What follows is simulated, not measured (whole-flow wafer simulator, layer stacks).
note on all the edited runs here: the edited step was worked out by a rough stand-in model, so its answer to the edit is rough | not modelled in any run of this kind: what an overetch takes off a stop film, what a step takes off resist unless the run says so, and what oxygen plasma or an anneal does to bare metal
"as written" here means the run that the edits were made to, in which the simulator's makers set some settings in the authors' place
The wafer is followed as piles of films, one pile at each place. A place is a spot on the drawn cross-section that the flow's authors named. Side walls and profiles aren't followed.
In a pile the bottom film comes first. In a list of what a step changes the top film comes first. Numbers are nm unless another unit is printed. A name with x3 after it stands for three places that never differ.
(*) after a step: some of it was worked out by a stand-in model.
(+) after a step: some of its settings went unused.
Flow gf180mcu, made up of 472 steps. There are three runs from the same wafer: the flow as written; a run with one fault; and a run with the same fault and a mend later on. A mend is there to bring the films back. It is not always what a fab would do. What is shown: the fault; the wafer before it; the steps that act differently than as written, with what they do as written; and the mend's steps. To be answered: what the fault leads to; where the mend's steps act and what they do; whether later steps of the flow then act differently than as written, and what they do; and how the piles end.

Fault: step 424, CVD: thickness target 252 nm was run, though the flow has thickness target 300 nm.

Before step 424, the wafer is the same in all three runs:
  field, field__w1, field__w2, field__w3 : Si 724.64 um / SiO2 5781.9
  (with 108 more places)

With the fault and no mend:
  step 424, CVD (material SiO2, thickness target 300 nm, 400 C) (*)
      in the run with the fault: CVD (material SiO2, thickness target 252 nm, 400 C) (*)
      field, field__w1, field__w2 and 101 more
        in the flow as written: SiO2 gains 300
        in the run with the fault: SiO2 gains 252
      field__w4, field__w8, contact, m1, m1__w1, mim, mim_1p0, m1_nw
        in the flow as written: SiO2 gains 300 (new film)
        in the run with the fault: SiO2 gains 252 (new film)
  Later steps of the flow acting differently than as written (3 more steps, not shown, differ only slightly: by at most 2% or 0.5 nm, whichever is larger):
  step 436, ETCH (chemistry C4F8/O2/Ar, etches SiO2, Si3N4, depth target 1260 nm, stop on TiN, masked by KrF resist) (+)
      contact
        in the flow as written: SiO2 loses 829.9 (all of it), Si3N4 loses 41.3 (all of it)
        in the run with the fault: SiO2 loses 781.9 (all of it), Si3N4 loses 41.3 (all of it)
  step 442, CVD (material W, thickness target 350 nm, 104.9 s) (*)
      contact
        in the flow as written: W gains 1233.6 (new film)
        in the run with the fault: W gains 1185.2 (new film)
  At field__w4, field__w8, contact, m1, m1__w1, mim, mim_1p0, m1_nw, the piles at the end differ from the flow's by more than 2% or 0.5 nm, whichever is larger.
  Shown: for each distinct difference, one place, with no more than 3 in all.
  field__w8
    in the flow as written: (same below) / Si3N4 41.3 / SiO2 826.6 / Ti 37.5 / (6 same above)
    in the run with the fault: (same below) / Si3N4 41.3 / SiO2 778.6 / Ti 37.5 / (6 same above)
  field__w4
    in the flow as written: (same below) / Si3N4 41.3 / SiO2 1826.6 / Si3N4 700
    in the run with the fault: (same below) / Si3N4 41.3 / SiO2 1778.6 / Si3N4 700
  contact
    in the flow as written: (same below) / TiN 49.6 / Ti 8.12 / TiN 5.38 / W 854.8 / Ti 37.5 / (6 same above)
    in the run with the fault: (same below) / TiN 49.6 / Ti 8.35 / TiN 5.53 / W 806.4 / Ti 37.5 / (6 same above)

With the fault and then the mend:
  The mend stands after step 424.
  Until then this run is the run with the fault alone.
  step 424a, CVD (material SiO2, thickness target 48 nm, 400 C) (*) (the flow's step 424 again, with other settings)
      field, field__w1, field__w2 and 109 more
        SiO2 gains 48
  None of the later steps of the flow acts differently than as written at any place that is followed.
  The piles end the same as the flow's at every place that both follow.
